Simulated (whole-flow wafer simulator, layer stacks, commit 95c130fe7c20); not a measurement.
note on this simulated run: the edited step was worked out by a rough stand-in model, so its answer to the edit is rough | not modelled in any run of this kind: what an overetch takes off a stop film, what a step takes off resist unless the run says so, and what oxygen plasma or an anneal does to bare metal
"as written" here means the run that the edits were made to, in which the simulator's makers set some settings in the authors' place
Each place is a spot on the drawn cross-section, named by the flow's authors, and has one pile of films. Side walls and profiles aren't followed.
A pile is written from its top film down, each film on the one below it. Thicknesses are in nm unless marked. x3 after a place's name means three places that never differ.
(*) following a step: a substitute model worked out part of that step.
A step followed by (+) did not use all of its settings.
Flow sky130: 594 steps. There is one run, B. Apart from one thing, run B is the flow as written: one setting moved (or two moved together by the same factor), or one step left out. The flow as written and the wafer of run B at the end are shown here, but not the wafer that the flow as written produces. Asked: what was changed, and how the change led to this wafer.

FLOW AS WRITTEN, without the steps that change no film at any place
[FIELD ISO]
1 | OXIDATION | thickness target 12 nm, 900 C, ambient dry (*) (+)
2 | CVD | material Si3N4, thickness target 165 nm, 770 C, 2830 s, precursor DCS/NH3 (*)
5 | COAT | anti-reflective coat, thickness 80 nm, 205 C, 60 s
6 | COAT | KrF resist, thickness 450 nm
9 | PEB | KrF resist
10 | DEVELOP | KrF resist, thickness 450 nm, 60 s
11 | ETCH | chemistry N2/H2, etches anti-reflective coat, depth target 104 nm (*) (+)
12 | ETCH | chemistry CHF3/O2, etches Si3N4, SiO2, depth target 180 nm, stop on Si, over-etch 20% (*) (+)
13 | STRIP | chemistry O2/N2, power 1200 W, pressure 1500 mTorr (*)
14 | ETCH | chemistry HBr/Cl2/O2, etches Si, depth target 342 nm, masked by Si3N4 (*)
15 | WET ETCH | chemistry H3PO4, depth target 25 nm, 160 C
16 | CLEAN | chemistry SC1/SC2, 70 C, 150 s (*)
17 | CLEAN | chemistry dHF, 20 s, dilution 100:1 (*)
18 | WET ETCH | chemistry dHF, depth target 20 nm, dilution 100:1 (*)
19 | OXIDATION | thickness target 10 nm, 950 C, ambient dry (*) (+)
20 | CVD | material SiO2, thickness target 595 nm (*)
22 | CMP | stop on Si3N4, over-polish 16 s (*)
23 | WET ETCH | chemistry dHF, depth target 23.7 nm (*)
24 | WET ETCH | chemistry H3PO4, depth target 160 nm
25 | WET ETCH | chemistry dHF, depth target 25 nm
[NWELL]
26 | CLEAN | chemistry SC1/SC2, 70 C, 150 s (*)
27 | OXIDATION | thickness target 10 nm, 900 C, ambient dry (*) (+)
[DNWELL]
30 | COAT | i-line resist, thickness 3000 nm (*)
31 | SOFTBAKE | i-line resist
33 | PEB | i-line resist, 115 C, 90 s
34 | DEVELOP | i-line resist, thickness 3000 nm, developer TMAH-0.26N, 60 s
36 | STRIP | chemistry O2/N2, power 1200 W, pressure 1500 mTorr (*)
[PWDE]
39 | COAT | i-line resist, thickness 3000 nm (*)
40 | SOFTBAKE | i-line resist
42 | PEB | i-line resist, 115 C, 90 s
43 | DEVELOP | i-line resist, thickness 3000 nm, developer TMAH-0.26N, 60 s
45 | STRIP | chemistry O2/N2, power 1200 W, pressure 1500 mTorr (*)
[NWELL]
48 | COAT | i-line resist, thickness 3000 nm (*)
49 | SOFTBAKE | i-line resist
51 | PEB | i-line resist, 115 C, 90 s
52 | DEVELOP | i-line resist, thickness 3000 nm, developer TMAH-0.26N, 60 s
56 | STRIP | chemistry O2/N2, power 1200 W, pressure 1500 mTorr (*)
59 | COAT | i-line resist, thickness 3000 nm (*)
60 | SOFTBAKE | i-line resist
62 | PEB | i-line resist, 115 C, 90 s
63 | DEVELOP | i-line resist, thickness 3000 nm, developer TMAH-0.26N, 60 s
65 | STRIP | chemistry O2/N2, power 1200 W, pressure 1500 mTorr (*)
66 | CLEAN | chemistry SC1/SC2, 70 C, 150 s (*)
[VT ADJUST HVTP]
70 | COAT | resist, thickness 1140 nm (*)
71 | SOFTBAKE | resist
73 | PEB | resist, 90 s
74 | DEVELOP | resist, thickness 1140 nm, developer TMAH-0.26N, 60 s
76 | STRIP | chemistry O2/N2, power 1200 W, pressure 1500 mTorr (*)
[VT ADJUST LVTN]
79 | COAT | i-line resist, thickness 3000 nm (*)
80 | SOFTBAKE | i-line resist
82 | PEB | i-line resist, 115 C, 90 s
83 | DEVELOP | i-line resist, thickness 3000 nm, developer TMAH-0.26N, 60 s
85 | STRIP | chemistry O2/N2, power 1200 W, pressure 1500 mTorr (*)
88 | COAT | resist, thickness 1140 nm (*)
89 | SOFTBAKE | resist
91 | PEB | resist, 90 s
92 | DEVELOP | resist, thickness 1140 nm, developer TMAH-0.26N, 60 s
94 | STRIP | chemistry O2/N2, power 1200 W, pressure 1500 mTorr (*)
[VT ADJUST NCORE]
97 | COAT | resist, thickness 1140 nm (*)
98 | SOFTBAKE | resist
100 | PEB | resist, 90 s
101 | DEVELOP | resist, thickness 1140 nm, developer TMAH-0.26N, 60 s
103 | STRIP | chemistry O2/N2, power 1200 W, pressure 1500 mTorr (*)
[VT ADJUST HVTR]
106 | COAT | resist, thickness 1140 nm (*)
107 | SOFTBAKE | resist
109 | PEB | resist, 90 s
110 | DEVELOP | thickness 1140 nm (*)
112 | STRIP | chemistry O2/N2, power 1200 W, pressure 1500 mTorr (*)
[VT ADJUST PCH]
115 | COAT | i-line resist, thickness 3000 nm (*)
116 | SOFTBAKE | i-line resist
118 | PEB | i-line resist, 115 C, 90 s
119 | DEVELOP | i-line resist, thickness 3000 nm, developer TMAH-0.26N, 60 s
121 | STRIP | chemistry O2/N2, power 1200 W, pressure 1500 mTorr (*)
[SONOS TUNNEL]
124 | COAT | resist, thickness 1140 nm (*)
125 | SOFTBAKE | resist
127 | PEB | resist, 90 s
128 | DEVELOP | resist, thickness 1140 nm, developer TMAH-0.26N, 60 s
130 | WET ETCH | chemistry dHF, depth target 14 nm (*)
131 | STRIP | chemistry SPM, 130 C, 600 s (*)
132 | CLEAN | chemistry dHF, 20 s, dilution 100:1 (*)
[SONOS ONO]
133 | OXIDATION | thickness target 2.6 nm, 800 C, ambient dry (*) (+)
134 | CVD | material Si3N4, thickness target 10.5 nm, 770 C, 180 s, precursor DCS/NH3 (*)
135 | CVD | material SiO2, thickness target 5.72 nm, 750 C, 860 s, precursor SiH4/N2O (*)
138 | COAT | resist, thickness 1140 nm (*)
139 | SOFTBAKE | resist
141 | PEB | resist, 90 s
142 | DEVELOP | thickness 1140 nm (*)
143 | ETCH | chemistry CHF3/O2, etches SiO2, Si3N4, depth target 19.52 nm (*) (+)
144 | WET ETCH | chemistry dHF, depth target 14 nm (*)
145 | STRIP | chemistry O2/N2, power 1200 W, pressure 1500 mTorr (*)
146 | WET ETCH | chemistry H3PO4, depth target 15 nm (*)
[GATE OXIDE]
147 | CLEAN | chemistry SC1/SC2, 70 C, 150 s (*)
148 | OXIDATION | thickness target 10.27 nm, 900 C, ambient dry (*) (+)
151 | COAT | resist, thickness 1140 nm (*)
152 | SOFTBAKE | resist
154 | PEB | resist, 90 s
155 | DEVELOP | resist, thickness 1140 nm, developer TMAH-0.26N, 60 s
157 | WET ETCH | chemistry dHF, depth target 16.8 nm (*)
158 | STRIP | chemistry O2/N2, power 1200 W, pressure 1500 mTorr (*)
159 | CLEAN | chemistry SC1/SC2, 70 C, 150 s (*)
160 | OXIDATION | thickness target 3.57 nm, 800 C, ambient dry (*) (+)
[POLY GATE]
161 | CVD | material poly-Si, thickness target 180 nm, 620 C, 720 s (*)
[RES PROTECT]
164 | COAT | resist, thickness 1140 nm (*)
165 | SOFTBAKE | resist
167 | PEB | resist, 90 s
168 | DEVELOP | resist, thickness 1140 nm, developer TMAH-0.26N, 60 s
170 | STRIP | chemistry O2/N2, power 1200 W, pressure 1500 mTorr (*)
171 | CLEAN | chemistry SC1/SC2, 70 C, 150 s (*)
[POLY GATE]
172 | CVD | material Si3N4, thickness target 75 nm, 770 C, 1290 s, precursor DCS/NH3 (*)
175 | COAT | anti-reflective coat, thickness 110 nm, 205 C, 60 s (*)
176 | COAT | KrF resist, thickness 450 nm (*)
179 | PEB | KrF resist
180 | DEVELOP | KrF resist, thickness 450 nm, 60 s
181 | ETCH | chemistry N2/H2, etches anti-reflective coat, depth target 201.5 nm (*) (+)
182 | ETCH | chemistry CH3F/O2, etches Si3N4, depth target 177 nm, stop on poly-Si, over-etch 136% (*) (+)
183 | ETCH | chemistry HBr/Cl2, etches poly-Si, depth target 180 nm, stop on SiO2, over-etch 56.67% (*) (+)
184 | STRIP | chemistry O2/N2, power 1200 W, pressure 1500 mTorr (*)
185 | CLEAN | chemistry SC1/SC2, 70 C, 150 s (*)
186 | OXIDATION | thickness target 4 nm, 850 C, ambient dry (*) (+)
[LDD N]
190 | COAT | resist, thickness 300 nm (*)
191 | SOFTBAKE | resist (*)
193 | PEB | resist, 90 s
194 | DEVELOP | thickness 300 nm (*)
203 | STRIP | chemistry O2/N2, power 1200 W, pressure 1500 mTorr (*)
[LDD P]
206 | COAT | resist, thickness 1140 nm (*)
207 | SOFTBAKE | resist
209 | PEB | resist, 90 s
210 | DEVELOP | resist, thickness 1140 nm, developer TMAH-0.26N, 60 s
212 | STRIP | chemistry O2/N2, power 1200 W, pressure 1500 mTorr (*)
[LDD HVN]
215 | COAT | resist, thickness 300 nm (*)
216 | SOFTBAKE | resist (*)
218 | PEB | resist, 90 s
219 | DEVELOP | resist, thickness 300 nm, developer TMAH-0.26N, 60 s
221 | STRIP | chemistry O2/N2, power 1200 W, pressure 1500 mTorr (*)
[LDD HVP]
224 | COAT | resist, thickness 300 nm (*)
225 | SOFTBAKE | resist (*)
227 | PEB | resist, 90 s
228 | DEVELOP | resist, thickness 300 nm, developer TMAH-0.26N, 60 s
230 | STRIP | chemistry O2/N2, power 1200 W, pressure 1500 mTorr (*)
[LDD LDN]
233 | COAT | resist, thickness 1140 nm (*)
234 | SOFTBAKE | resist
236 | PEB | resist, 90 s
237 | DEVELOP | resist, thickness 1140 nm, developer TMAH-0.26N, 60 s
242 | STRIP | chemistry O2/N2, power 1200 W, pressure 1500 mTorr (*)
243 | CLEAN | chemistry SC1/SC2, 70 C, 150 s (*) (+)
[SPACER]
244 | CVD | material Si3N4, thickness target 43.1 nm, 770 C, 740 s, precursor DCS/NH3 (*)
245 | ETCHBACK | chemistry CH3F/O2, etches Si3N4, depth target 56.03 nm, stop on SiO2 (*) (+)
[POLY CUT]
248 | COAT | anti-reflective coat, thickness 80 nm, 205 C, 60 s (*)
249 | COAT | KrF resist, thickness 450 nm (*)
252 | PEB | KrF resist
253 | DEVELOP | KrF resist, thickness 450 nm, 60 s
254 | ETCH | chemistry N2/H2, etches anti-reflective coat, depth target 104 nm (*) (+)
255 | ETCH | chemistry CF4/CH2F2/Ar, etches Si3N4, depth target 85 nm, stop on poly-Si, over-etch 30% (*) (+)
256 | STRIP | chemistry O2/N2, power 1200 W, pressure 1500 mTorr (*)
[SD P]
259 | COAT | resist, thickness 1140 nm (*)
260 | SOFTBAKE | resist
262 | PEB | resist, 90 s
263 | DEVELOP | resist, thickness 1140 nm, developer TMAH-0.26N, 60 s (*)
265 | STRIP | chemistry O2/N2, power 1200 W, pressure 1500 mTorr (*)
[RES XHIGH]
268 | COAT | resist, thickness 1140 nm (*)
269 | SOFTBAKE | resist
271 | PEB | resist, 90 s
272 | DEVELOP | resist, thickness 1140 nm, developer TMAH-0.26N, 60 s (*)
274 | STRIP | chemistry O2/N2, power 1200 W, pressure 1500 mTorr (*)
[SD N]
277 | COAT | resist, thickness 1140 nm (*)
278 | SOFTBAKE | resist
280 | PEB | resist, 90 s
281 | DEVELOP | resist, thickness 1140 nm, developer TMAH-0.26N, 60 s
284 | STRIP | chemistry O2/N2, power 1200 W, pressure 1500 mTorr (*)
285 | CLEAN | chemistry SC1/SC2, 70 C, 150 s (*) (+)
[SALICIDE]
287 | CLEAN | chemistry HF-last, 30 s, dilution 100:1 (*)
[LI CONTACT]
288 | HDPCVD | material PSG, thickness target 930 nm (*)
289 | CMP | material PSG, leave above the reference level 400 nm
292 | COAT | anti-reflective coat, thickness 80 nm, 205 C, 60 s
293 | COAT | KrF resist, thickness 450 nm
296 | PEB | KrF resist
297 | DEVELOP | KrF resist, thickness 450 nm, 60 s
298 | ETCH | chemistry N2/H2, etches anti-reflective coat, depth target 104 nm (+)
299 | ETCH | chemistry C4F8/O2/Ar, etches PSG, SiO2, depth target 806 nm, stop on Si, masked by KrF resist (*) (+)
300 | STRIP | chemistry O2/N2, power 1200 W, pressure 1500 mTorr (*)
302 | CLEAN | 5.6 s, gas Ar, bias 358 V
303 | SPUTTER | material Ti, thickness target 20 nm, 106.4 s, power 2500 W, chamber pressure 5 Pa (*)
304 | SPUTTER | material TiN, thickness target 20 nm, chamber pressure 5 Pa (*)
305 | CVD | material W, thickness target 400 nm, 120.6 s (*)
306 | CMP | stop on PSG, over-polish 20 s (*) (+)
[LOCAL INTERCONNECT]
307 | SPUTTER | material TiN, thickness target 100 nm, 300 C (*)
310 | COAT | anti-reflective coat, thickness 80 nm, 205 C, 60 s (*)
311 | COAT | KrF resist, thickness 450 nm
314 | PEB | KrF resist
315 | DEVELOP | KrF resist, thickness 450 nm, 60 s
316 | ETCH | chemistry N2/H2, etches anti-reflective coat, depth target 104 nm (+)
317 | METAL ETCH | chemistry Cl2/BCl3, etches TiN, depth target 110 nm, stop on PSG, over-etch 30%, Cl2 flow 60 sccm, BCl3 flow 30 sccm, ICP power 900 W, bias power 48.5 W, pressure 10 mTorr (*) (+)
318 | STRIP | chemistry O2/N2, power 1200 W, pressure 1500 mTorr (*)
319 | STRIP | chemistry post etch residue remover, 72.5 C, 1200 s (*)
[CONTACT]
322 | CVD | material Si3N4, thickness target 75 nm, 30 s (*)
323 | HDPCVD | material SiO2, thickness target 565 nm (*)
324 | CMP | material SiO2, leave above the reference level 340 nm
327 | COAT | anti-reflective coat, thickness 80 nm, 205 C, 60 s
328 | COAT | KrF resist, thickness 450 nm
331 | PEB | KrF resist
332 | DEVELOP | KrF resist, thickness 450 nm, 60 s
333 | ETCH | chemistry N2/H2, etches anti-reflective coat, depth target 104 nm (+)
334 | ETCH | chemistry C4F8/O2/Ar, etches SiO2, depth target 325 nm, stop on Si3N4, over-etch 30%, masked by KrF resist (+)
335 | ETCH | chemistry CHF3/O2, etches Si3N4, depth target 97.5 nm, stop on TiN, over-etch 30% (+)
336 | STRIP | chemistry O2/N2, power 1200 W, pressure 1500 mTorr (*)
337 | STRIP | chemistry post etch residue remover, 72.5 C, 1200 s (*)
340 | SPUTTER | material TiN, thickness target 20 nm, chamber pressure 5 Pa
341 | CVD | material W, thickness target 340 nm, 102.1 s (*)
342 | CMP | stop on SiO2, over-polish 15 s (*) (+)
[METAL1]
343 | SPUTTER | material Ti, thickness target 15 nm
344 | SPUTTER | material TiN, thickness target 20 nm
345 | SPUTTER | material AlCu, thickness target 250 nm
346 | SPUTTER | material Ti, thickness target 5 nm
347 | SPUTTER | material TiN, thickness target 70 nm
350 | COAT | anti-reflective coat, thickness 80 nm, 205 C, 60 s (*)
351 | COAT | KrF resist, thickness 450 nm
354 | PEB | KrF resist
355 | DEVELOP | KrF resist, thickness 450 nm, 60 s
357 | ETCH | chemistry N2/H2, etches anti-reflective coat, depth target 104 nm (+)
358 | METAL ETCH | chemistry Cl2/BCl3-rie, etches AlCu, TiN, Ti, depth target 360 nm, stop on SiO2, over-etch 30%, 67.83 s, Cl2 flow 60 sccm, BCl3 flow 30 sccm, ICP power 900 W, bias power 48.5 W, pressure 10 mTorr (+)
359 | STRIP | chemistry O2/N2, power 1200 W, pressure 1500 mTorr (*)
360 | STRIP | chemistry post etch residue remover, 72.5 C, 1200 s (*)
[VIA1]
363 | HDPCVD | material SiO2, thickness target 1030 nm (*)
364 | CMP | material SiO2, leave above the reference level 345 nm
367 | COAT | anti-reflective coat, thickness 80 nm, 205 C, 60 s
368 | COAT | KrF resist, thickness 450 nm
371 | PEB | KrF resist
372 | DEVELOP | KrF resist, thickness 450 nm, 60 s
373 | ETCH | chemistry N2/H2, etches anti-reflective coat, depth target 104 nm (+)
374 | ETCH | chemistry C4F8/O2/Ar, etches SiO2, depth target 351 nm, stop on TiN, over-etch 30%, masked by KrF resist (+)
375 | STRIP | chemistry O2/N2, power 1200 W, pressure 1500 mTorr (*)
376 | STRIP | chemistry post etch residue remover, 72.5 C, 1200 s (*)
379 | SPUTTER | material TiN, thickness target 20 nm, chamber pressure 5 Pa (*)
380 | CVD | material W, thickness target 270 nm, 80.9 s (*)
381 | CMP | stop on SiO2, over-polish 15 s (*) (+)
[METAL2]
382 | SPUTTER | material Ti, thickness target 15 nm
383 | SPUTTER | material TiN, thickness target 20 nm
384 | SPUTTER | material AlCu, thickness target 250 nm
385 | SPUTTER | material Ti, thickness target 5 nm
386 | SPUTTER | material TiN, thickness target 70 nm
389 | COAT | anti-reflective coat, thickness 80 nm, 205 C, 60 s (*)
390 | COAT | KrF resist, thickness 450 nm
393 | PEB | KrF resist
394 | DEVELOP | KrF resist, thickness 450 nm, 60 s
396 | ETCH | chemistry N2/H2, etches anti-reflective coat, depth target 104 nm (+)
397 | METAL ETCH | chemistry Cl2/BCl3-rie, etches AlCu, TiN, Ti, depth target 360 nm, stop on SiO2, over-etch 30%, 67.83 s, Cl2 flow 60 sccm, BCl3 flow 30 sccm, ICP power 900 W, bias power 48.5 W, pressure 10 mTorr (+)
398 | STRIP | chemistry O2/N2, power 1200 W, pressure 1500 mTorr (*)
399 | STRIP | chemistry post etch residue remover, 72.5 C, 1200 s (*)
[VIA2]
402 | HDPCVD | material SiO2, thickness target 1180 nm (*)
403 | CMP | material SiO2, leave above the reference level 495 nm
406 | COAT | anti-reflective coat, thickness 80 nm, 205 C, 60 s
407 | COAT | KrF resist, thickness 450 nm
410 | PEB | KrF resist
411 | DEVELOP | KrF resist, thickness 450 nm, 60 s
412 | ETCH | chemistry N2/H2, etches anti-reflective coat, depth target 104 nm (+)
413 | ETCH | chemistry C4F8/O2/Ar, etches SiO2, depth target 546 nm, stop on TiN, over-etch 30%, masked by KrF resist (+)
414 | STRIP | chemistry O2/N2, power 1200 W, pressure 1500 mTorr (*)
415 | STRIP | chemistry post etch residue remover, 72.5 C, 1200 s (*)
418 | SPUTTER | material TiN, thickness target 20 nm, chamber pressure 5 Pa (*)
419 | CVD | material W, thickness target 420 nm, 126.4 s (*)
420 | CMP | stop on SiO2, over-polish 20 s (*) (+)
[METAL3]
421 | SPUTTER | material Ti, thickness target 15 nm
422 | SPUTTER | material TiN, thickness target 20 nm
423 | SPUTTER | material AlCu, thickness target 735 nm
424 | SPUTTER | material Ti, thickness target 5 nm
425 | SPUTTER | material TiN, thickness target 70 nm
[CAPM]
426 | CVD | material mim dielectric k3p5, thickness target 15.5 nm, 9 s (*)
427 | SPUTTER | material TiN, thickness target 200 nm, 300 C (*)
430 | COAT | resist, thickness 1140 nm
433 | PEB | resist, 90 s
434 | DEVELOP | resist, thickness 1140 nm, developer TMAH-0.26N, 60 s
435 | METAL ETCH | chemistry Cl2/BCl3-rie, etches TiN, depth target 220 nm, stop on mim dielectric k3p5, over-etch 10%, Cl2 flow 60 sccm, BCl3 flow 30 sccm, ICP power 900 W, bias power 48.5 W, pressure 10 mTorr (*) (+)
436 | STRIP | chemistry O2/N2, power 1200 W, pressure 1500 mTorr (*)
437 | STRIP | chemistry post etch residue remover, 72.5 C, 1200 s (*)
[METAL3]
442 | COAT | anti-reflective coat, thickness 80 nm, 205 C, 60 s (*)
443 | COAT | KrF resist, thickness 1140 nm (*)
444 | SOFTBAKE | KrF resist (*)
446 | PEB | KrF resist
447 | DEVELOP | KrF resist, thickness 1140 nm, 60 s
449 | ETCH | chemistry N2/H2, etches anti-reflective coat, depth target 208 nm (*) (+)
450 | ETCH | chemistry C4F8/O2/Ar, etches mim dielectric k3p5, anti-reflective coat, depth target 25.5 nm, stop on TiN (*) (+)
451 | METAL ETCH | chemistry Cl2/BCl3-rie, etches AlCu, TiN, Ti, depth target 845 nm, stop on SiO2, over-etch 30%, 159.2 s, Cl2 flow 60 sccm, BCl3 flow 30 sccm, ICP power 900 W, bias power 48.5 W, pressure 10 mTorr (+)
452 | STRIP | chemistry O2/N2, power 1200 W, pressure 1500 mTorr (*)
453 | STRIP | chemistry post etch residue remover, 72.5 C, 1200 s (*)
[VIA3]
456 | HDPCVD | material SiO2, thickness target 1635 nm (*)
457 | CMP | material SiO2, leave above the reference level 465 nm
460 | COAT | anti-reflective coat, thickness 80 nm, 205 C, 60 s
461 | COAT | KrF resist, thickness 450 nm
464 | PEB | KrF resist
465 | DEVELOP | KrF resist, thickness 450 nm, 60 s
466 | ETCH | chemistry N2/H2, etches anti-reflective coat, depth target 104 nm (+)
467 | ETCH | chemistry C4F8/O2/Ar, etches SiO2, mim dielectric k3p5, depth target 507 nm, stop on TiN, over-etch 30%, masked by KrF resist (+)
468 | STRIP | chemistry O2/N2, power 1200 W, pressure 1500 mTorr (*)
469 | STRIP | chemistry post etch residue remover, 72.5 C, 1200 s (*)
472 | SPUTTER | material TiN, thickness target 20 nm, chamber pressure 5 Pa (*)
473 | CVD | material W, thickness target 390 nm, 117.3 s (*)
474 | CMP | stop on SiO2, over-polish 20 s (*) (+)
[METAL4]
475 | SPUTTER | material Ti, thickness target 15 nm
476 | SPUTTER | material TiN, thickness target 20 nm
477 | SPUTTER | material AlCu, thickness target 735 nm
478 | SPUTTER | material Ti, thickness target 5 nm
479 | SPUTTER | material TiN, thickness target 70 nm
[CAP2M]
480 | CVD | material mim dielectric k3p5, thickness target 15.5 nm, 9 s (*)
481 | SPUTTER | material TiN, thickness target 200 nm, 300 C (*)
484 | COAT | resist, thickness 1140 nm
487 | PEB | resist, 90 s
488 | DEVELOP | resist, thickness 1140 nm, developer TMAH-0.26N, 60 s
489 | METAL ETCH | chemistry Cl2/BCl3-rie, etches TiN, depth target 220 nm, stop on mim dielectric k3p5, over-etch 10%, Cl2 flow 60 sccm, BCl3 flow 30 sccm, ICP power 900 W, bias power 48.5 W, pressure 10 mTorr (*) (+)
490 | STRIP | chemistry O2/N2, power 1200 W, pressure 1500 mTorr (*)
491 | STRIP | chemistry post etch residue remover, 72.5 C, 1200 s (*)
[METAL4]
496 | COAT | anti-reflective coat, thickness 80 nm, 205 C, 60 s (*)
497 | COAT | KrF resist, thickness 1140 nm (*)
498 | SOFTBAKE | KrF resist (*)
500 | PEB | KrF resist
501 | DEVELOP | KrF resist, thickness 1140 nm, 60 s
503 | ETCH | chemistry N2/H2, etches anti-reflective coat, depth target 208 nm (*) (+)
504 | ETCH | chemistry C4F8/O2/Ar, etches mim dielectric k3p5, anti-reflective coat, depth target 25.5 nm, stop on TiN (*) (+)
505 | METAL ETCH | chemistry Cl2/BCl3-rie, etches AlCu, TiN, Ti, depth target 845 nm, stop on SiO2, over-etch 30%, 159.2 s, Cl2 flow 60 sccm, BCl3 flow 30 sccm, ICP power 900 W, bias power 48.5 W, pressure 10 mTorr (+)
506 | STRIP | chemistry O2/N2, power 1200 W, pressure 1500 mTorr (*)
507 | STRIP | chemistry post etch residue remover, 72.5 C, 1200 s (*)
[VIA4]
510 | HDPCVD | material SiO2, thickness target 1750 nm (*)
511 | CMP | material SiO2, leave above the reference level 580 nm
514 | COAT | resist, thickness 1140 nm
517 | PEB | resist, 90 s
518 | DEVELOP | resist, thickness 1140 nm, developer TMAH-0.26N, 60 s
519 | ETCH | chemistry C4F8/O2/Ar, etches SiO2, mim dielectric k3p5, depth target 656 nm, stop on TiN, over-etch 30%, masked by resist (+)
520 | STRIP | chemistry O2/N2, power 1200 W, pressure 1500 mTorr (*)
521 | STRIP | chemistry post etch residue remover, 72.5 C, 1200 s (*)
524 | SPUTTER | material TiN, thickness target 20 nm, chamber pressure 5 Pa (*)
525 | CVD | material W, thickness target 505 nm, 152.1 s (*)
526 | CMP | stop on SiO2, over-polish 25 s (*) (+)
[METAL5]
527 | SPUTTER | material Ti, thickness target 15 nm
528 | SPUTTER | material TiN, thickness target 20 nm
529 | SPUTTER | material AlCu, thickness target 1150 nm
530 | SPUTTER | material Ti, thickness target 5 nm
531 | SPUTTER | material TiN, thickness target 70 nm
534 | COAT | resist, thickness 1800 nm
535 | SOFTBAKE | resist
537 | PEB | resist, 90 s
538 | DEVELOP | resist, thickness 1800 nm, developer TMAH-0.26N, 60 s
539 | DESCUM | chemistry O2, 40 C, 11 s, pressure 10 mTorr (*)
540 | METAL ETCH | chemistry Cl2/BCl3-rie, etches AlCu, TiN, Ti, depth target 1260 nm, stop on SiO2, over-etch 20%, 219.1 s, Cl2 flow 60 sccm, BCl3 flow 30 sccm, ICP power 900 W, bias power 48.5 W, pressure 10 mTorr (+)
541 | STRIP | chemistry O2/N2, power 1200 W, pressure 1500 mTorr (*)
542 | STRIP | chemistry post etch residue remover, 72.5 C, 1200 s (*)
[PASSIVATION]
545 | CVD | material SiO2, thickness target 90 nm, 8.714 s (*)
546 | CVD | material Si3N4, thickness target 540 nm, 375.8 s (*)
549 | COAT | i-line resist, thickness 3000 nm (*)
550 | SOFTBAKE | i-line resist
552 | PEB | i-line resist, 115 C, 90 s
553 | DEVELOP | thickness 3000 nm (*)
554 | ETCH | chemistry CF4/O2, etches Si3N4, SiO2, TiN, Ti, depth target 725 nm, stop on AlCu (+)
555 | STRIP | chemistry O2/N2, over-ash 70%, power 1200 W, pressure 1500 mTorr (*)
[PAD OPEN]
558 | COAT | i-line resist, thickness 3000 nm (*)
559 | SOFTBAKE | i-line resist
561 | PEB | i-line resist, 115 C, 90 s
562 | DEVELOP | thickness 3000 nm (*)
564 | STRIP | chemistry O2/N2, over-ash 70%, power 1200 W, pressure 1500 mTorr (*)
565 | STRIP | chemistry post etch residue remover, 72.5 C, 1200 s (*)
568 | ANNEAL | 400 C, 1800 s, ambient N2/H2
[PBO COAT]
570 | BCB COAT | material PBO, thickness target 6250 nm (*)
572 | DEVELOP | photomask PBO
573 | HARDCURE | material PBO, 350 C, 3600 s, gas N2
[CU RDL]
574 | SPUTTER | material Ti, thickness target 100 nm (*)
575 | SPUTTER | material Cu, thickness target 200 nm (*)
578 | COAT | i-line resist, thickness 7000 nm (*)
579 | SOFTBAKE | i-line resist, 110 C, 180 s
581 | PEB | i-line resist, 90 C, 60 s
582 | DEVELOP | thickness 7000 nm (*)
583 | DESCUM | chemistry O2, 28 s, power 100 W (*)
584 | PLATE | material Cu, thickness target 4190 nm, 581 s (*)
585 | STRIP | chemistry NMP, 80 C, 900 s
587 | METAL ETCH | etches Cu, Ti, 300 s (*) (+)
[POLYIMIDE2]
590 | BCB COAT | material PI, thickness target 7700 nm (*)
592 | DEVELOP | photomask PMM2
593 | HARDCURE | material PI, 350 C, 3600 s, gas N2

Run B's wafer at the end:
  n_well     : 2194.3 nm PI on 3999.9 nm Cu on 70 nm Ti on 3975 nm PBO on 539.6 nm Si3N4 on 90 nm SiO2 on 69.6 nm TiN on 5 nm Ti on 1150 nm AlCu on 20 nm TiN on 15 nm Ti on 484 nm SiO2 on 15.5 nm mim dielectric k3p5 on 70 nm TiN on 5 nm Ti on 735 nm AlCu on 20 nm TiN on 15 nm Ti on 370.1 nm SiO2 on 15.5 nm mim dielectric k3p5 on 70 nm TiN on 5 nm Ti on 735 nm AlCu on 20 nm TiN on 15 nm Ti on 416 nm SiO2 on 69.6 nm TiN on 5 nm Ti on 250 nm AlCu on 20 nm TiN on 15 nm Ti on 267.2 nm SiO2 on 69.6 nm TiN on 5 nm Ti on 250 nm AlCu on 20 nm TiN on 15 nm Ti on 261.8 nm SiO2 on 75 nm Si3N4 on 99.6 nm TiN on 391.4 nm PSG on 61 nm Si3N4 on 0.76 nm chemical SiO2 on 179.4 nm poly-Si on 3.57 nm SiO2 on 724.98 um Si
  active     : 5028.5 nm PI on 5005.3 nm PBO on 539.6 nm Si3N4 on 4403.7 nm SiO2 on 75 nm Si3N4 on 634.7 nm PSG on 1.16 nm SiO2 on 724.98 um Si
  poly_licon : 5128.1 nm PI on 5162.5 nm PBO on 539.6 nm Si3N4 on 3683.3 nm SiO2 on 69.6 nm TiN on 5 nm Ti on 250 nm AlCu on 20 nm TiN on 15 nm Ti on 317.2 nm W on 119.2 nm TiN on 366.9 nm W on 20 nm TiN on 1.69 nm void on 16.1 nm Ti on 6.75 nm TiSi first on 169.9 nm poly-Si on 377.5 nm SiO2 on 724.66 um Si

Cause: step 574, SPUTTER: thickness target 70 nm was run, whereas the flow has thickness target 100 nm.
One can read it off the wafer: n_well has Ti 70, and step 574 as written asks for 100 nm.

The path from the change to this, step by step:
  574 | SPUTTER | material Ti, thickness target 100 nm (*)
      field, active, n_well and 190 more: +70 Ti (new film) (as written it would have been: +100 Ti (new film))
  579 | SOFTBAKE | i-line resist, 110 C, 180 s
      hv_encl: -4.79 i-line resist (as written it would have been: -2.19 i-line resist)
  587 | METAL ETCH | etches Cu, Ti, 300 s (*) (+)
      field, active, gate and 167 more: -200 Cu (all of it), -70 Ti (all of it) (as written it would have been: -200 Cu (all of it), -100 Ti (all of it))
  590 | BCB COAT | material PI, thickness target 7700 nm (*)
      de16_gate_nw: +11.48 um PI (new film) (as written it would have been: +11.5 um PI (new film))
